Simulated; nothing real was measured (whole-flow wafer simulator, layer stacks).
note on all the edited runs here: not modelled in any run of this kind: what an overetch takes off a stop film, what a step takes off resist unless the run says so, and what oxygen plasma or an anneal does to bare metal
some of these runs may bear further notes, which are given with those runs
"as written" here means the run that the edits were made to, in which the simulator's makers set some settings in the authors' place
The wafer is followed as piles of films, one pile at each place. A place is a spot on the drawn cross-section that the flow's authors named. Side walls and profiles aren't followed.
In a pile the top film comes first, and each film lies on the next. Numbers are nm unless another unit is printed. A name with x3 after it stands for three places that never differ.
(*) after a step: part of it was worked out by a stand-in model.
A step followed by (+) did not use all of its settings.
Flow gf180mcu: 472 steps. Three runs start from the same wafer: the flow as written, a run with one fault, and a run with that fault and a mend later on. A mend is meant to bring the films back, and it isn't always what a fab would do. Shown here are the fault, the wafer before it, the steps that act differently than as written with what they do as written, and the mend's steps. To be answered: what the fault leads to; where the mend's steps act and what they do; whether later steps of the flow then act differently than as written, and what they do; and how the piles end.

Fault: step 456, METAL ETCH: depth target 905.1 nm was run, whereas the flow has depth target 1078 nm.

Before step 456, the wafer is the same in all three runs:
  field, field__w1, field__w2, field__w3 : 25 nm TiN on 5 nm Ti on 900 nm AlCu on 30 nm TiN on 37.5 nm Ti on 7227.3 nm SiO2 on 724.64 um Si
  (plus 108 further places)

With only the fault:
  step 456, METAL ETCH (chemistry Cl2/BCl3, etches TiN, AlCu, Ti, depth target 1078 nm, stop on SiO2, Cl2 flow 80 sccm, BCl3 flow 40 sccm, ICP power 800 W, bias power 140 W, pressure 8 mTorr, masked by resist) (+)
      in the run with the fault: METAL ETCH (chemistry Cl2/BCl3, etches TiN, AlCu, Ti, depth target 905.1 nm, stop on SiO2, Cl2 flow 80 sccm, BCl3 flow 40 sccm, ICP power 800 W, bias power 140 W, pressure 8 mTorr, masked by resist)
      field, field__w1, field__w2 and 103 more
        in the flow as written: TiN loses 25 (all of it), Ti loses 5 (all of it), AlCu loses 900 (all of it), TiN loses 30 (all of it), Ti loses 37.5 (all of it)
        in the run with the fault: TiN loses 25 (all of it), Ti loses 5 (all of it), AlCu loses 875.1
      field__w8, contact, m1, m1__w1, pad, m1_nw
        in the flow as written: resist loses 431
        in the run with the fault: resist loses 362
  Steps later in the flow that act otherwise than as written:
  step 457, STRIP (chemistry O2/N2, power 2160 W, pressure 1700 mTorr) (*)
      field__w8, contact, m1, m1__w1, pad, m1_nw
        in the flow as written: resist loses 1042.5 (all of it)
        in the run with the fault: resist loses 1111.4 (all of it)
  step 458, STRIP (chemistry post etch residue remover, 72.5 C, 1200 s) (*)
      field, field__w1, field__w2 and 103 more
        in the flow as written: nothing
        in the run with the fault: AlCu loses 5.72
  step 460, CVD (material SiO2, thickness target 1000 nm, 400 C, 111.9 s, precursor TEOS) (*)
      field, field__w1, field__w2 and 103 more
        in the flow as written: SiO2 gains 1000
        in the run with the fault: SiO2 gains 1000 (new film)
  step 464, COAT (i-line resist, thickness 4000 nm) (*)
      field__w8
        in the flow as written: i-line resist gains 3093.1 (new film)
        in the run with the fault: i-line resist gains 3169.6 (new film)
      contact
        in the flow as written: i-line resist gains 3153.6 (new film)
        in the run with the fault: i-line resist gains 3222 (new film)
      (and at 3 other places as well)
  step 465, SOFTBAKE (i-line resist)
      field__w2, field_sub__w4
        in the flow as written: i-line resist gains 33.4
        in the run with the fault: i-line resist gains 29.2
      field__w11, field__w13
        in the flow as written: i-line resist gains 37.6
        in the run with the fault: i-line resist gains 33
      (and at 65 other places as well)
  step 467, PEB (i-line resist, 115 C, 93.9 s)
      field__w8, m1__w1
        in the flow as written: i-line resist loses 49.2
        in the run with the fault: i-line resist loses 50.7
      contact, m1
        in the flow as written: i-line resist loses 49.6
        in the run with the fault: i-line resist loses 51.1
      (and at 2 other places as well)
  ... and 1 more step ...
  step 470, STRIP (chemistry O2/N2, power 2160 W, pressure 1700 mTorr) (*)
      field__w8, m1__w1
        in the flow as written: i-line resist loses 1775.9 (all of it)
        in the run with the fault: i-line resist loses 1859 (all of it)
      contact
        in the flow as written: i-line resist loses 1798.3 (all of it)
        in the run with the fault: i-line resist loses 1878.4 (all of it)
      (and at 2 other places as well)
  At field, field__w1, field__w2 and 103 more, the piles at the end differ from the flow's by more than 2% or 0.5 nm, whichever is larger.
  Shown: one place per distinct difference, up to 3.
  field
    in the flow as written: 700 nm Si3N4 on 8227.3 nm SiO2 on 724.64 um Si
    in the run with the fault: 700 nm Si3N4 on 1000 nm SiO2 on 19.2 nm AlCu on 30 nm TiN on 37.5 nm Ti on 7227.3 nm SiO2 on 724.64 um Si
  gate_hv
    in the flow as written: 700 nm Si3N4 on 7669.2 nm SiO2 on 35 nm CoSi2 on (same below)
    in the run with the fault: 700 nm Si3N4 on 1000 nm SiO2 on 19.2 nm AlCu on 30 nm TiN on 37.5 nm Ti on 6669.2 nm SiO2 on 35 nm CoSi2 on (same below)
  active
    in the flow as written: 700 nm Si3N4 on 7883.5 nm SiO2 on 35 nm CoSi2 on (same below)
    in the run with the fault: 700 nm Si3N4 on 1000 nm SiO2 on 19.2 nm AlCu on 30 nm TiN on 37.5 nm Ti on 6883.5 nm SiO2 on 35 nm CoSi2 on (same below)

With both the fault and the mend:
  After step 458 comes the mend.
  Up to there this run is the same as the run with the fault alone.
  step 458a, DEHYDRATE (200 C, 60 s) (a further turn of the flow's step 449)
      alters no film at any place that is followed
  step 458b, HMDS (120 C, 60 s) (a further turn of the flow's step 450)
      alters no film at any place that is followed
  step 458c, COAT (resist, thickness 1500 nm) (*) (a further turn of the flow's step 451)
      iso_ptap_pw, iso_ntap_nw, iso_nw_fld and 33 more
        resist gains 1500 (new film)
      p_well, sti, spacer, sd_n, mim_1p0, dice_street
        resist gains 1504.3 (new film)
      field__w11, field__w13, active_hv, ppoly_u
        resist gains 1512.5 (new film)
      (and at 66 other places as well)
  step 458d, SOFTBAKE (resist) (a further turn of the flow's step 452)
      gate_p_hv, nw_enc_fld, nw_enc_fld__w1
        resist loses 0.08
      field
        resist loses 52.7
      field__w1
        resist gains 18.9
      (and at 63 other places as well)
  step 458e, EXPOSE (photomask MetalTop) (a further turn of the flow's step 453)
      alters no film at any place that is followed
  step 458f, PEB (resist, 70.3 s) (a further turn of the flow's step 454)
      field__w2, field__w3, field__w5 and 41 more
        resist loses 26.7
      iso_ptap_pw, iso_ntap_nw, iso_nw_fld and 33 more
        resist loses 26.5
      p_well, sti, spacer, sd_n, mim_1p0, dice_street
        resist loses 26.6
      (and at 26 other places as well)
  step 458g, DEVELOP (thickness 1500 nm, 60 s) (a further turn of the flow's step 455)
      iso_ptap_pw, iso_ntap_nw, iso_nw_fld and 33 more
        resist loses 1473.5 (all of it)
      p_well, sti, spacer, sd_n, mim_1p0, dice_street
        resist loses 1477.7 (all of it)
      field__w5, field__w9, nplus_u, npoly_u
        resist loses 1485.1 (all of it)
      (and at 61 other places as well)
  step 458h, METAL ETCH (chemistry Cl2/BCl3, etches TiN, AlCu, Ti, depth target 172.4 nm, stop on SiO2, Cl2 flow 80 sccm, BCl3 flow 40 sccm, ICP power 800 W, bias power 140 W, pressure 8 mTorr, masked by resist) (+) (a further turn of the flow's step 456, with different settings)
      field, field__w1, field__w2 and 103 more
        AlCu loses 19.2 (all of it), TiN loses 30 (all of it), Ti loses 37.5 (all of it)
      field__w8, contact, m1, m1__w1, pad, m1_nw
        resist loses 52
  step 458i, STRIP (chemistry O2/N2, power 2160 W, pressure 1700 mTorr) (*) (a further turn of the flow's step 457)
      field__w8
        resist loses 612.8 (all of it)
      contact
        resist loses 609.9 (all of it)
      m1
        resist loses 610.4 (all of it)
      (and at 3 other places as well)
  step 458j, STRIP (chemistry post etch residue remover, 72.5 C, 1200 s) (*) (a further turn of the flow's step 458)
      field__w8, contact, m1, m1__w1, pad, m1_nw
        TiN loses 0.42
  None of the later steps of the flow differs from how it acts as written, at any place that is followed, by more than 2% or 0.5 nm, whichever is larger.
  The piles end only slightly different from the flow's at the places that both follow, by no more than 2% or 0.5 nm, whichever is larger.
